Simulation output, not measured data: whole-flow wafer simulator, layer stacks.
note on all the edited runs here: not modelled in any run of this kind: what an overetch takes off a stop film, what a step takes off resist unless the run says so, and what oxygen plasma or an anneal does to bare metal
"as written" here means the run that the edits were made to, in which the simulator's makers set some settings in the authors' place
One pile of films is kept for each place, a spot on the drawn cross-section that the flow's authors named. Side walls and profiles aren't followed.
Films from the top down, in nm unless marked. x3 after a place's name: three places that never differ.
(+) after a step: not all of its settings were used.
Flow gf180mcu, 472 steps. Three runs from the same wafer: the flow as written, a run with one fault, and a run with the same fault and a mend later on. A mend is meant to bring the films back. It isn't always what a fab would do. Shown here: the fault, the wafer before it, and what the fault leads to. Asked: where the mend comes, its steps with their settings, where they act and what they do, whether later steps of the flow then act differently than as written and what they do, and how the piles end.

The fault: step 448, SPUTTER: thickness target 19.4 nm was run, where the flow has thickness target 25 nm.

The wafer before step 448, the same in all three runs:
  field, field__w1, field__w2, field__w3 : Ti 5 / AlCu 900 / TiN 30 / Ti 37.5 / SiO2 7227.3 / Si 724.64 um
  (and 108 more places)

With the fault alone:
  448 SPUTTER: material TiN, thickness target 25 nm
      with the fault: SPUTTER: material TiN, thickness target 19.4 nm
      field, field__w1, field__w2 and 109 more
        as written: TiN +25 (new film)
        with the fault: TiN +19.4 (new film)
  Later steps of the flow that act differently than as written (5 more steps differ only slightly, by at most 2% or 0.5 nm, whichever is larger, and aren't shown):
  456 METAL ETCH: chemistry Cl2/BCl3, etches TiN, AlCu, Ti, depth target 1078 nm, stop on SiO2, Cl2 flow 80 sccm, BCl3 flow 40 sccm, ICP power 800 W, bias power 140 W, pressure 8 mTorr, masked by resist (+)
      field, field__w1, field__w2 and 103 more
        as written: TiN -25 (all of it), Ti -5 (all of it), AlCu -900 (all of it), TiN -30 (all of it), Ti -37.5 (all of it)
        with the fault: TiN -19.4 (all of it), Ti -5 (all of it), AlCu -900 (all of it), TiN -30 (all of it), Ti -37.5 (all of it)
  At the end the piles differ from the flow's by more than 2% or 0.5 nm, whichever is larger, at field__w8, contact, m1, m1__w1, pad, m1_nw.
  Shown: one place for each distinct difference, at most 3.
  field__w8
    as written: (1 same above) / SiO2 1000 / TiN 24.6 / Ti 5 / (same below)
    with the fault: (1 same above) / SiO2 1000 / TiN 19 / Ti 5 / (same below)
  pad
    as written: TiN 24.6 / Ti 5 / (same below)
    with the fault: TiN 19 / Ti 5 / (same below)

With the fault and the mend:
  The mend comes after step 448.
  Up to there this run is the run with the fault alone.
  448a SPUTTER: material TiN, thickness target 5.6 nm (the flow's step 448 once more, with other settings)
      field, field__w1, field__w2 and 109 more
        TiN +5.6
  No later step of the flow acts differently than as written at any place that is followed.
  At the end the piles are the same as the flow's at every place that both follow.
